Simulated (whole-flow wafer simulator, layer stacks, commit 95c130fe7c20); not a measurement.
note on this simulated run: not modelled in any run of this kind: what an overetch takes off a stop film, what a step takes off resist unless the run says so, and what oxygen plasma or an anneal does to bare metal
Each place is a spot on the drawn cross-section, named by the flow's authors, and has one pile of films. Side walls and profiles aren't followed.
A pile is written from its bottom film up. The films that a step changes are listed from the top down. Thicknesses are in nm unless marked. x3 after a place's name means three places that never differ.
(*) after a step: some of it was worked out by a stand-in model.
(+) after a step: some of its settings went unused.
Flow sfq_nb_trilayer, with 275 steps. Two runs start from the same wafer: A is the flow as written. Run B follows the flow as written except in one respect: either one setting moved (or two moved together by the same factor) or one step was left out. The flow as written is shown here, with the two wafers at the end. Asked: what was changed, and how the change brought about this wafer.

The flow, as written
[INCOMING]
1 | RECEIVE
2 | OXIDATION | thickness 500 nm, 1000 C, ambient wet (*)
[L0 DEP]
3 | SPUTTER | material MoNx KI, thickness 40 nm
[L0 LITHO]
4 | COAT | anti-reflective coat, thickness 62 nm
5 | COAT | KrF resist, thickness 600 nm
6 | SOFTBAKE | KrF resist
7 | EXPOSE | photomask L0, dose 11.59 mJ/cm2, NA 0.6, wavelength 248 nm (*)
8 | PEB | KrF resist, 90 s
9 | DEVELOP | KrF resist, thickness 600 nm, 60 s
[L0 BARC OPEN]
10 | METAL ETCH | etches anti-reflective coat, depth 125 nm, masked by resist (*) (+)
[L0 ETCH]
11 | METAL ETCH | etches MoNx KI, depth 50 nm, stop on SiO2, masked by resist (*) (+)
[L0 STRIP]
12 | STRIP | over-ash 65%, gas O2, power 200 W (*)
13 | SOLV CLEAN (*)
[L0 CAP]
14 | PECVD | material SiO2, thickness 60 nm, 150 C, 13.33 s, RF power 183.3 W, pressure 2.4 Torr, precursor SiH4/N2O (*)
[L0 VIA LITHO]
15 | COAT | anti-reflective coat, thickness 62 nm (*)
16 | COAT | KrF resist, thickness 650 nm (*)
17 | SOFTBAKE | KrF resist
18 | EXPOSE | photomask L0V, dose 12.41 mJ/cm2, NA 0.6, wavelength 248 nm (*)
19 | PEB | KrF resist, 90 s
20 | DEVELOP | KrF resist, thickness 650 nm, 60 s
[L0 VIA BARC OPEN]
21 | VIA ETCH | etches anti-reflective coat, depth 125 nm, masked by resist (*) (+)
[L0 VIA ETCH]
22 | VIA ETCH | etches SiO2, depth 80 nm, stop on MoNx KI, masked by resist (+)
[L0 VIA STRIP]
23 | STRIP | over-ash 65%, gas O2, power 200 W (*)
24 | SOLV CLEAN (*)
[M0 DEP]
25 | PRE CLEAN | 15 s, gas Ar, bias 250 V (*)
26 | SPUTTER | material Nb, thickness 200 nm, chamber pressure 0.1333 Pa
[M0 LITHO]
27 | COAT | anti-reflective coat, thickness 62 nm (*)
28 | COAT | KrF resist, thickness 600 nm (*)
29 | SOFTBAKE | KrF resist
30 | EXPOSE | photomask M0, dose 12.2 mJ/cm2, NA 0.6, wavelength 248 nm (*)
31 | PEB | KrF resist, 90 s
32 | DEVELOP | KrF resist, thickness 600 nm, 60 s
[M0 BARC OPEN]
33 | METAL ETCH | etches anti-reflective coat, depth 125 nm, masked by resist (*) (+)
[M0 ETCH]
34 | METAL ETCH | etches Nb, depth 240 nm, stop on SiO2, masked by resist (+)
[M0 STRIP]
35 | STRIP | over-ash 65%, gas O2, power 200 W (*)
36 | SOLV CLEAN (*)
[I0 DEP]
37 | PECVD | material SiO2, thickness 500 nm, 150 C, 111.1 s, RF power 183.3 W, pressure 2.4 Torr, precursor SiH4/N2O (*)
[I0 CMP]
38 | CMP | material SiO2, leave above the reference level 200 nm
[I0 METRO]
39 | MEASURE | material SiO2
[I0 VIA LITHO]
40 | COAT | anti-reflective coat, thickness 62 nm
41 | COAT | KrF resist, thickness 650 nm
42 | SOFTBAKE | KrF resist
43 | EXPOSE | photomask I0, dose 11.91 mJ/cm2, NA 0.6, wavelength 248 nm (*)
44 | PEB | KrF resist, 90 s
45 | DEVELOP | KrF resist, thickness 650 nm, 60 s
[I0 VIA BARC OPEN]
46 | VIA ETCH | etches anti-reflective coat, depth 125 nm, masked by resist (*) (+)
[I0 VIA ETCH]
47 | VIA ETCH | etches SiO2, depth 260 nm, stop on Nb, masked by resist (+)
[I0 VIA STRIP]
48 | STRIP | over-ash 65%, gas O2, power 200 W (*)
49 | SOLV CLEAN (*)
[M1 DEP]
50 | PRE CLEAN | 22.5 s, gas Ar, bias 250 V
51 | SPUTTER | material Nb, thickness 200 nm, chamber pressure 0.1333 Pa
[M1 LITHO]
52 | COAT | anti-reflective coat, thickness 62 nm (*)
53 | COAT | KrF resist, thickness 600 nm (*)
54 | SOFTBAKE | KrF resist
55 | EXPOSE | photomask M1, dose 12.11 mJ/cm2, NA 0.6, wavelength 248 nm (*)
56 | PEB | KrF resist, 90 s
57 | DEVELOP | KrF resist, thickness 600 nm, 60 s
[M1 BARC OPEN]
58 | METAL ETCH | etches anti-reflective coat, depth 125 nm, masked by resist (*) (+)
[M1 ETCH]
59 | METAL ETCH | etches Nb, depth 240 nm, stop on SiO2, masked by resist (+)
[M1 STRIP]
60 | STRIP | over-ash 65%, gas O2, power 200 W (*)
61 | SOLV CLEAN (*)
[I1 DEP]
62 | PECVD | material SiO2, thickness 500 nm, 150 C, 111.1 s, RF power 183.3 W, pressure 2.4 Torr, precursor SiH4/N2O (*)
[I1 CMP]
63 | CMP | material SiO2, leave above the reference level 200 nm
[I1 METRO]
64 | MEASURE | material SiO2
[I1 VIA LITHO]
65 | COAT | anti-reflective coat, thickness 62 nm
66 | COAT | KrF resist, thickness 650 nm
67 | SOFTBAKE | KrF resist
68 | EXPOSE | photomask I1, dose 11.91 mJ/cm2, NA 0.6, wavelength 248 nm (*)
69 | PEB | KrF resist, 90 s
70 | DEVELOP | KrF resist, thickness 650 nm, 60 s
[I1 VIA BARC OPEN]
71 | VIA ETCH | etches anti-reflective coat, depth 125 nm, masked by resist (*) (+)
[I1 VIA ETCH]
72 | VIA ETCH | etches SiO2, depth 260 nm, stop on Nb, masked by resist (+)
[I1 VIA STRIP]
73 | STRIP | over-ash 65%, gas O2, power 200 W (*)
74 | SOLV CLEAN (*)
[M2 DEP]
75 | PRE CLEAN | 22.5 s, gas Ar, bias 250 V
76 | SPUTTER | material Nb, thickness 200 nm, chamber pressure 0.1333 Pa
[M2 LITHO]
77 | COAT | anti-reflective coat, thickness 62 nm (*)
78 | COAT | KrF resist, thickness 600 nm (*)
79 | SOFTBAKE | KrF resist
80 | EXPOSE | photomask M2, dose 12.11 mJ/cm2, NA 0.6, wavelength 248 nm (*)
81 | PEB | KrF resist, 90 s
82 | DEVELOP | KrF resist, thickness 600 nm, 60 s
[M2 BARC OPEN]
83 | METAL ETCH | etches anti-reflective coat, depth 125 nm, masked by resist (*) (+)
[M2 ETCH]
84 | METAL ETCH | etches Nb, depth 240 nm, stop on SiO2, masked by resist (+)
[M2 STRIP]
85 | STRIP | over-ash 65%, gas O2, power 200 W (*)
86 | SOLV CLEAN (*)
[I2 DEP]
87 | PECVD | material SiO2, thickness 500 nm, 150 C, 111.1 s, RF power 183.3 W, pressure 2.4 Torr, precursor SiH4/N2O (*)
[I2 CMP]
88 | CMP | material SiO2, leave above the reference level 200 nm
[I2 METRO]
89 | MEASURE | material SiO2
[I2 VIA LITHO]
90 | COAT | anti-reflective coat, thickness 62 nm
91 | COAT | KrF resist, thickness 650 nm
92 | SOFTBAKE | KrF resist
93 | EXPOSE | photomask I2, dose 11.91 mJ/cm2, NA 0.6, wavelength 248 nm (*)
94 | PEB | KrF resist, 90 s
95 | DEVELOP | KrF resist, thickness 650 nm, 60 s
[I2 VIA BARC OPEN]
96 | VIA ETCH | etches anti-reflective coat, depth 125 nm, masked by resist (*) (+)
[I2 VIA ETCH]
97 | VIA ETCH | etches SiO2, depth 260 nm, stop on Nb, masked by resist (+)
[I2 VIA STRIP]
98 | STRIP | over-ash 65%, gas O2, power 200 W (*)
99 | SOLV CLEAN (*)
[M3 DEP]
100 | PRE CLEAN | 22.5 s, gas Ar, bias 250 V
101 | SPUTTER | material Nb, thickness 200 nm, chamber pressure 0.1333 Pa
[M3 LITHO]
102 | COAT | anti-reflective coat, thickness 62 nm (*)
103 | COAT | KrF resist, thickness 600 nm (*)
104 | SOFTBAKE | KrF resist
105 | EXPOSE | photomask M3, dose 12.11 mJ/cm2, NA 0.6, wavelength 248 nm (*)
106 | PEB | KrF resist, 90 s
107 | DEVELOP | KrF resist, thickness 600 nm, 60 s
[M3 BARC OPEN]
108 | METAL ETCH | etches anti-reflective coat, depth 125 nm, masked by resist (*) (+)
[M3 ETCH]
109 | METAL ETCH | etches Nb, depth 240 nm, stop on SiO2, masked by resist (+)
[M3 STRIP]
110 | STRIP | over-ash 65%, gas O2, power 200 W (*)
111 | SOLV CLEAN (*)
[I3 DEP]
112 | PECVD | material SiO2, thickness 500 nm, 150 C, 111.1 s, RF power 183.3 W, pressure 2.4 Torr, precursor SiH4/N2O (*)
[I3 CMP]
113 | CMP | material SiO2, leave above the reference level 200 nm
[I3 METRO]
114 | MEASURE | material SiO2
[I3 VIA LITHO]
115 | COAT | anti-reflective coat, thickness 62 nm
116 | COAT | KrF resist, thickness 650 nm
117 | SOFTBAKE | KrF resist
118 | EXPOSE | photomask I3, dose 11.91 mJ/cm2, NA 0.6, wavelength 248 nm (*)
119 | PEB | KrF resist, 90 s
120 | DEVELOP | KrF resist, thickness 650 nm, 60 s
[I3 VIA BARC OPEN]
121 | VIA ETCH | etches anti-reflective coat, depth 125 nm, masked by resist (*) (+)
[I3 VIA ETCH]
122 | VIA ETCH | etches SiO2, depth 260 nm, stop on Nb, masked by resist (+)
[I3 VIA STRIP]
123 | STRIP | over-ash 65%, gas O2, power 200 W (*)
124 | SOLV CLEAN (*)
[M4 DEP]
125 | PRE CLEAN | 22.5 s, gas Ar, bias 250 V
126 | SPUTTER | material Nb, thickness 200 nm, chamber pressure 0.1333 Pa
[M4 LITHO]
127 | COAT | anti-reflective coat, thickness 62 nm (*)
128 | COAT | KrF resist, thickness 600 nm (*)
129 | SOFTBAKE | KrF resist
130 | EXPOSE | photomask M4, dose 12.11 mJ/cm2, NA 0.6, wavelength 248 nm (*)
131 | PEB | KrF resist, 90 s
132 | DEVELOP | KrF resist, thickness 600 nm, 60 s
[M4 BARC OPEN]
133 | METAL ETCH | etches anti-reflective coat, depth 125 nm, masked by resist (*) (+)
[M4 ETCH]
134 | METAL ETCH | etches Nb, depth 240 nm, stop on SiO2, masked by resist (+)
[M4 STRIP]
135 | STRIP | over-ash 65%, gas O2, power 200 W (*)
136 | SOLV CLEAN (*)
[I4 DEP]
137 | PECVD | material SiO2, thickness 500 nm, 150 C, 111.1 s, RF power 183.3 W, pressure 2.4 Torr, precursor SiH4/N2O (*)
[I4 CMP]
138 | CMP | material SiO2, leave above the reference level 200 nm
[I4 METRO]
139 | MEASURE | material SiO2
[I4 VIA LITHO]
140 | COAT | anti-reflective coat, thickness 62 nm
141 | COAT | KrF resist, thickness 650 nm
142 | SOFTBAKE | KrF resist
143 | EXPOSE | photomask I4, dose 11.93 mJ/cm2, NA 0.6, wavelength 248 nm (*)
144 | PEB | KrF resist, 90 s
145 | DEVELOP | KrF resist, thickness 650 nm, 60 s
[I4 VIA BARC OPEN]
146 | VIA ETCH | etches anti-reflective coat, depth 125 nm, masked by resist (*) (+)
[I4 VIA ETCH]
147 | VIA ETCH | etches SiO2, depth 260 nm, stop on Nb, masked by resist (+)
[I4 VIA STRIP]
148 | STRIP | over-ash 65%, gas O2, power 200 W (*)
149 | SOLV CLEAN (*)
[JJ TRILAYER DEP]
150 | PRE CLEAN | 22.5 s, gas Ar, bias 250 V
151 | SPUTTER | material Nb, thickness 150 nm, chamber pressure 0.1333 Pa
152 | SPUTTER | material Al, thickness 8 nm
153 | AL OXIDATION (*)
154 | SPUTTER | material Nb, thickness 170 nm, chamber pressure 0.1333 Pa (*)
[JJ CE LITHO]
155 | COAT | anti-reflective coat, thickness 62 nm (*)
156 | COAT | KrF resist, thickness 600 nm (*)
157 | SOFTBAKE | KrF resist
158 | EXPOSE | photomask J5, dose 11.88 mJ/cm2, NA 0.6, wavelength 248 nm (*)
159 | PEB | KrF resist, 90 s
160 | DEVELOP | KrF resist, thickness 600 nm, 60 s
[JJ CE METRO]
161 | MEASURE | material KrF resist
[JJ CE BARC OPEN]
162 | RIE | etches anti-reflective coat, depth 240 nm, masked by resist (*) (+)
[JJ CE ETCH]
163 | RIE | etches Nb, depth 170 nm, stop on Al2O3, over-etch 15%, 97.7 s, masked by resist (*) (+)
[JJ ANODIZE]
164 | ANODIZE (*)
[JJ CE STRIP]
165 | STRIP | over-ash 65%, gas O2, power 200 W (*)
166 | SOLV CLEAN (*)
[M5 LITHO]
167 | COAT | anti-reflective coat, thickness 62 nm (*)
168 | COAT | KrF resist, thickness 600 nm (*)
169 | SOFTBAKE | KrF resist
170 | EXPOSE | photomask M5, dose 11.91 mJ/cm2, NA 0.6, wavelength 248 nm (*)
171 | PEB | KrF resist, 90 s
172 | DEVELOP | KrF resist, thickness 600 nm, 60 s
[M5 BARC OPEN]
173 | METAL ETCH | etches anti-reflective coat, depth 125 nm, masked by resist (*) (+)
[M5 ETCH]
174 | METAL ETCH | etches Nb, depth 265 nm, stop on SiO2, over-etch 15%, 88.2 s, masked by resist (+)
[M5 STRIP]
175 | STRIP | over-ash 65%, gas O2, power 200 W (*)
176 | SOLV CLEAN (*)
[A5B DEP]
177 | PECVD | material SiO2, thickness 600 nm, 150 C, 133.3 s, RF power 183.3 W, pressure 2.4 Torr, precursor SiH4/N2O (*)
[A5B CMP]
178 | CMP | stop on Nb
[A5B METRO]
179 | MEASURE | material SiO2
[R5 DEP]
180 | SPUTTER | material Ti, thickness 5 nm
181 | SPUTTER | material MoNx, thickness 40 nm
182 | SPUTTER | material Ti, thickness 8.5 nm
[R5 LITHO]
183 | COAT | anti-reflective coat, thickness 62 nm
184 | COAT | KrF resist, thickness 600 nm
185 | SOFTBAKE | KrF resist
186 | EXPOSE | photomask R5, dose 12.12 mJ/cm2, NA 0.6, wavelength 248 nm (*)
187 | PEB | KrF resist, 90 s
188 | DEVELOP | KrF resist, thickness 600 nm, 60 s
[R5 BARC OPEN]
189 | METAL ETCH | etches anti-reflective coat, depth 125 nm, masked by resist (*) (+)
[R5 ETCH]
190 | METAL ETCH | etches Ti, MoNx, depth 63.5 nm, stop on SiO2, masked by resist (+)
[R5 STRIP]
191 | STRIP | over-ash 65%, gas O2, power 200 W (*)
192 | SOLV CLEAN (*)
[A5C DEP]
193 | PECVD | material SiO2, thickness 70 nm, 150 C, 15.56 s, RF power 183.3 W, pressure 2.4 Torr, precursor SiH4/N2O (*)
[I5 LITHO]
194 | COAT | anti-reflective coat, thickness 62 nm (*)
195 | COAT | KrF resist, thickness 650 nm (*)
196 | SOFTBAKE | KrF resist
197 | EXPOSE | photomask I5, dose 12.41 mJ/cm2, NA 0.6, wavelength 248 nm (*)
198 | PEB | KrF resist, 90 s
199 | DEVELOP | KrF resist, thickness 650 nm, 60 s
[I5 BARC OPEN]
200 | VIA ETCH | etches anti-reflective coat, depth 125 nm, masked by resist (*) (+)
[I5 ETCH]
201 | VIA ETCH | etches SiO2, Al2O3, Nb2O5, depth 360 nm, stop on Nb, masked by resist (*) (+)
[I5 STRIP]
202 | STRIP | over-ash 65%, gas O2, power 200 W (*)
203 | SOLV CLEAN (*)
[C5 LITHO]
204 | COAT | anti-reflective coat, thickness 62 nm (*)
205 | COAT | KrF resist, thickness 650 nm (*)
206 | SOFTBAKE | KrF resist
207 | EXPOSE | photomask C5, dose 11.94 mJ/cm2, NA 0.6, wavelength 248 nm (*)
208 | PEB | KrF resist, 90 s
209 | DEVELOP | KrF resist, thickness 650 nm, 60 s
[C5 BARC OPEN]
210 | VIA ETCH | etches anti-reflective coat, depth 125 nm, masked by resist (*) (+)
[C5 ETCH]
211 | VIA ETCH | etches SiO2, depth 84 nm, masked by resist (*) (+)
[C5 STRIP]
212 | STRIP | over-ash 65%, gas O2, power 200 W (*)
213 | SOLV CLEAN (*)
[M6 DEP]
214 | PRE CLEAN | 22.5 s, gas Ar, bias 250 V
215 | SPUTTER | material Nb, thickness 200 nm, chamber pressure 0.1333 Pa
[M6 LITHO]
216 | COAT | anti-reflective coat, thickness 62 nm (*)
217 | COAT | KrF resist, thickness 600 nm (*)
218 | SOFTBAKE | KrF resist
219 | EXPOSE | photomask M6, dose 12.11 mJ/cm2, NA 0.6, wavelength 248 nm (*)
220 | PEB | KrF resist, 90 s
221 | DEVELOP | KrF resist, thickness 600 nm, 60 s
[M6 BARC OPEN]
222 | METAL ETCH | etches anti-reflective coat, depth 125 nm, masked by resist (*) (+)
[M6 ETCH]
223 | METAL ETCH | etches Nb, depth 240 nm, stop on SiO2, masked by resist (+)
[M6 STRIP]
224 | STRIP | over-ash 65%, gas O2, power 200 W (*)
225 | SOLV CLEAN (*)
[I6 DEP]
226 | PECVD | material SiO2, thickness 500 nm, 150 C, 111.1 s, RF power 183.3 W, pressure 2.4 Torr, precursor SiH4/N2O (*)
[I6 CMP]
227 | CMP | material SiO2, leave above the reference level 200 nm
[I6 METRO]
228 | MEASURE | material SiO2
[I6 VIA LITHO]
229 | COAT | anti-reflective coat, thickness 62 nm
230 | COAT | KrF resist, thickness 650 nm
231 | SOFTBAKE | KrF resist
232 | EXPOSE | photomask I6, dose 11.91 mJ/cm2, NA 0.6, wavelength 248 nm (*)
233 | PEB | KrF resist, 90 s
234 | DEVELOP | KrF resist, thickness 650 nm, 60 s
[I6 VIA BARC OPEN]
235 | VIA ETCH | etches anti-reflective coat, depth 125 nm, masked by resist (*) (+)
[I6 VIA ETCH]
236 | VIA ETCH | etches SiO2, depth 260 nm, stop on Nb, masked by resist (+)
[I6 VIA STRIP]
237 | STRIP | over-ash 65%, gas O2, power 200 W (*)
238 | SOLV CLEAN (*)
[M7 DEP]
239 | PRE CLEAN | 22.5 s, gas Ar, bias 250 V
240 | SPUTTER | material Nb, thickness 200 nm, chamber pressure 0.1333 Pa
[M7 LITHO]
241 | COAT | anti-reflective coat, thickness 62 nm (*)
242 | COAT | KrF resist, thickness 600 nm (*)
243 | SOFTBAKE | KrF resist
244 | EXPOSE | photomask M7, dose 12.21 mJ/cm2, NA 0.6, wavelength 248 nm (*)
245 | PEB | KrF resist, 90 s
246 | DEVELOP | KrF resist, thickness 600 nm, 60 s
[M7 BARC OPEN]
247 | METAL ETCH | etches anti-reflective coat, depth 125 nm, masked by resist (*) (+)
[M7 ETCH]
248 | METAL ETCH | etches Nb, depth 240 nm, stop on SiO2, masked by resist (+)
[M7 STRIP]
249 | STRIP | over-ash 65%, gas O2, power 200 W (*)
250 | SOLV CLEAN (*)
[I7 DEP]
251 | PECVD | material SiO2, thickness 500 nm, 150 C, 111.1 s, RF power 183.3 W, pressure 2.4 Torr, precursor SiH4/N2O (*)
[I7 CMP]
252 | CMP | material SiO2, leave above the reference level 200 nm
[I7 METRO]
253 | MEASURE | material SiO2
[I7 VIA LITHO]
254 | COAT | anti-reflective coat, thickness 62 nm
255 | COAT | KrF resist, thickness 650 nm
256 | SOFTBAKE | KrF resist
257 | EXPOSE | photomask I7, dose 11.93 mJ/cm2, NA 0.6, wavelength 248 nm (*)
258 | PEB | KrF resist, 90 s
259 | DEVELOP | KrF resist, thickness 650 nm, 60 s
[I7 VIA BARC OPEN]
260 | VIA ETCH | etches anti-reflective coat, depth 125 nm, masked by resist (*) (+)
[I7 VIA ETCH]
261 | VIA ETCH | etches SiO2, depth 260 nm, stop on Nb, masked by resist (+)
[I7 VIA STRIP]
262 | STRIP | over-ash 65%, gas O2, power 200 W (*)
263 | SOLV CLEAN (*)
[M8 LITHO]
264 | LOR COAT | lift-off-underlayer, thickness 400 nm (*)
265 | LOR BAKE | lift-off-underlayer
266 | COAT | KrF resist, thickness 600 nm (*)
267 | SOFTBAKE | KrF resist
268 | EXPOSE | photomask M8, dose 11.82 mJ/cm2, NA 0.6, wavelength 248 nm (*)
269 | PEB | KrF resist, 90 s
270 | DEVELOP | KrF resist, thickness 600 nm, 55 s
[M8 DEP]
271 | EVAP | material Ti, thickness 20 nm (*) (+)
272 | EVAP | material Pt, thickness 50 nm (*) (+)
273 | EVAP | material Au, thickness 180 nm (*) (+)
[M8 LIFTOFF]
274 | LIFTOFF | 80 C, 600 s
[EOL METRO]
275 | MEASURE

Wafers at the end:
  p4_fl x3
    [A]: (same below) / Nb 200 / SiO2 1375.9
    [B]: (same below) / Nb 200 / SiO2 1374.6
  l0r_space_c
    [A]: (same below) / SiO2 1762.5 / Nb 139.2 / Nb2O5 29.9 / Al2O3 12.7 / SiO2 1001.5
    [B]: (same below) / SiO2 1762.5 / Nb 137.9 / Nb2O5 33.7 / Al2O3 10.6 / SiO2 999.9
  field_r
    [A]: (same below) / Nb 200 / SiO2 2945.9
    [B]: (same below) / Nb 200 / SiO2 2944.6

What caused this: step 152, SPUTTER: thickness 6.72 nm was run, though the flow has thickness 8 nm.

The path from the change to this, step by step:
  152 | SPUTTER | material Al, thickness 8 nm
      field_l, v_sur, via_sp and 100 more: A Al gains 8 (new film) | B Al gains 6.72 (new film)
      via_wl, via_wr: A Al gains 5.14 (new film) | B Al gains 4.32 (new film)
      (also at 1 further place)
  164 | ANODIZE (*)
      field_l, v_sur, via_sp and 96 more: A Al2O3 gains 12.2, Nb2O5 gains 29.9 (new film), Al loses 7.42 (all of it), Nb loses 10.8 | B Al2O3 gains 10.1, Nb2O5 gains 33.7 (new film), Al loses 6.14 (all of it), Nb loses 12.1
      via_wl, via_wr: A Al2O3 gains 7.52 (new film), Nb2O5 gains 39.2 (new film), Al loses 4.56 (all of it), Nb loses 14.1 | B Al2O3 gains 6.16 (new film), Nb2O5 gains 41.6 (new film), Al loses 3.74 (all of it), Nb loses 15
      (also at 1 further place)
  167 | COAT | anti-reflective coat, thickness 62 nm (*)
      ce_l: A anti-reflective coat gains 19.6 (new film) | B anti-reflective coat gains 18.8 (new film)
      ce_r: A anti-reflective coat gains 19.7 (new film) | B anti-reflective coat gains 18.8 (new film)
  174 | METAL ETCH | etches Nb, depth 265 nm, stop on SiO2, over-etch 15%, 88.2 s, masked by resist (+)
      field_l, r_sur, res and 50 more: A Al2O3 loses 12.6 (all of it), Nb2O5 loses 29.9 (all of it), Nb loses 139.2 (all of it), SiO2 loses 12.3 | B Al2O3 loses 10.5 (all of it), Nb2O5 loses 33.7 (all of it), Nb loses 137.9 (all of it), SiO2 loses 12.3
  175 | STRIP | over-ash 65%, gas O2, power 200 W (*)
      ce_l: A KrF resist loses 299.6 (all of it), anti-reflective coat loses 19.6 (all of it) | B KrF resist loses 301.6 (all of it), anti-reflective coat loses 18.8 (all of it)
      ce_r: A KrF resist loses 299.9 (all of it), anti-reflective coat loses 19.7 (all of it) | B KrF resist loses 301.8 (all of it), anti-reflective coat loses 18.8 (all of it)
  201 | VIA ETCH | etches SiO2, Al2O3, Nb2O5, depth 360 nm, stop on Nb, masked by resist (*) (+)
      be: A SiO2 loses 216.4 (all of it), Al2O3 loses 12.7 (all of it), Nb2O5 loses 29.9 (all of it) | B SiO2 loses 214.8 (all of it), Al2O3 loses 10.6 (all of it), Nb2O5 loses 33.7 (all of it)
